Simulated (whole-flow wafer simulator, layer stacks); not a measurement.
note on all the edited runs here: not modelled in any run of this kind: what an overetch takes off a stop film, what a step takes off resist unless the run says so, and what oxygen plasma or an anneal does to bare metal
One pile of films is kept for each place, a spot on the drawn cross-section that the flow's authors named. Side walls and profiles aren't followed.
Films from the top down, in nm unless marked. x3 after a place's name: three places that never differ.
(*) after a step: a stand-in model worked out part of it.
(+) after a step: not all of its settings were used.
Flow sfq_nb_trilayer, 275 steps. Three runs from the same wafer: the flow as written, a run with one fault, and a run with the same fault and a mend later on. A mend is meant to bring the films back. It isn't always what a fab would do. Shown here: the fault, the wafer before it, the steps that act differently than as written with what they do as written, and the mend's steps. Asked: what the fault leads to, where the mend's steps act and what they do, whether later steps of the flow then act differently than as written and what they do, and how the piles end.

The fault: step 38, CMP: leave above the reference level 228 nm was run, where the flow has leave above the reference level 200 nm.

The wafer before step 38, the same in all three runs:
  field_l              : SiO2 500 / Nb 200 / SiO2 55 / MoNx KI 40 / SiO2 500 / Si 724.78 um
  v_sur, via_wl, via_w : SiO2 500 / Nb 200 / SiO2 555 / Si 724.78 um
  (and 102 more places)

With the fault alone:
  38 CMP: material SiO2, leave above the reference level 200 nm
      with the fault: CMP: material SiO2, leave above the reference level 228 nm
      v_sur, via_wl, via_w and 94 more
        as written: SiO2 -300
        with the fault: SiO2 -272
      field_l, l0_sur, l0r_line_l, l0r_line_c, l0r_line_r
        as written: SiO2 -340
        with the fault: SiO2 -312
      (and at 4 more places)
  Later steps of the flow that act differently than as written (3 more steps differ only slightly, by at most 2% or 0.5 nm, whichever is larger, and aren't shown):
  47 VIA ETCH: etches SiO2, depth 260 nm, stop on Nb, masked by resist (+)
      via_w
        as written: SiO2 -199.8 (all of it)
        with the fault: SiO2 -227.8 (all of it)
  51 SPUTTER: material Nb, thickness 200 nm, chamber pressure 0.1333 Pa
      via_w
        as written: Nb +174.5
        with the fault: Nb +169.3
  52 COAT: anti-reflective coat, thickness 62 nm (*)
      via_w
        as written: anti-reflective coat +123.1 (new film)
        with the fault: anti-reflective coat +129 (new film)
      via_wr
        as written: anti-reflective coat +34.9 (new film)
        with the fault: anti-reflective coat +34 (new film)
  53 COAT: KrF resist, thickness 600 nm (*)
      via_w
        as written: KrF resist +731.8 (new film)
        with the fault: KrF resist +754.7 (new film)
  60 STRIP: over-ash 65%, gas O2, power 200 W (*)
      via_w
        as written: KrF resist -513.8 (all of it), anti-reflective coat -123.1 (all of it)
        with the fault: KrF resist -536.7 (all of it), anti-reflective coat -129 (all of it)
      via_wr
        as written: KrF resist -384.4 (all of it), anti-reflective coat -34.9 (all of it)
        with the fault: KrF resist -381.9 (all of it), anti-reflective coat -34 (all of it)
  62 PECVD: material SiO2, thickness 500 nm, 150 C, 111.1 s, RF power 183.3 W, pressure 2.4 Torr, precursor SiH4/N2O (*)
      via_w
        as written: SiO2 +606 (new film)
        with the fault: SiO2 +639.3 (new film)
  At the end the piles differ from the flow's by more than 2% or 0.5 nm, whichever is larger, at v_sur, via_wl, via_w and 37 more.
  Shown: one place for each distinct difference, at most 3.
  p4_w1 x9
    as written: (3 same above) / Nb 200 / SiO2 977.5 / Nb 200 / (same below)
    with the fault: (3 same above) / Nb 200 / SiO2 1005.5 / Nb 200 / (same below)
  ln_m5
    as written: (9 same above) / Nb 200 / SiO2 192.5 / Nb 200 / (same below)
    with the fault: (9 same above) / Nb 200 / SiO2 220.5 / Nb 200 / (same below)
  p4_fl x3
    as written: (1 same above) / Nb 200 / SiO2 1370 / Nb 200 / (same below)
    with the fault: (1 same above) / Nb 200 / SiO2 1398 / Nb 200 / (same below)

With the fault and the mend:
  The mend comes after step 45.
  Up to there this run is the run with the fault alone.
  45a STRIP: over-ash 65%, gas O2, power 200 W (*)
      field_l, v_sur, via_wl and 102 more
        KrF resist -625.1 (all of it), anti-reflective coat -62 (all of it)
      via_w
        anti-reflective coat -62 (all of it)
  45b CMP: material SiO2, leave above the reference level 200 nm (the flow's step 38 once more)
      field_l, v_sur, via_wl and 103 more
        SiO2 -28
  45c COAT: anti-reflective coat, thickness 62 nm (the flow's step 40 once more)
      field_l, v_sur, via_wl and 103 more
        anti-reflective coat +62 (new film)
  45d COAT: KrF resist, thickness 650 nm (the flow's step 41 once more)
      field_l, v_sur, via_wl and 103 more
        KrF resist +650 (new film)
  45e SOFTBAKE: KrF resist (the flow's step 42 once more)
      changes no film at any place that is followed
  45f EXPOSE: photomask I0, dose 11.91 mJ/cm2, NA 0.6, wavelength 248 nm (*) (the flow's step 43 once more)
      changes no film at any place that is followed
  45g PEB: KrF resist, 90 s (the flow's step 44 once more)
      field_l, v_sur, via_wl and 103 more
        KrF resist -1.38
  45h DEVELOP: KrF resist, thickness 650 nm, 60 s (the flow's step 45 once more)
      field_l, v_sur, via_wl and 102 more
        KrF resist -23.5
      via_w
        KrF resist -648.6 (all of it)
  No later step of the flow acts differently than as written at any place that is followed.
  At the end the piles are the same as the flow's at every place that both follow.
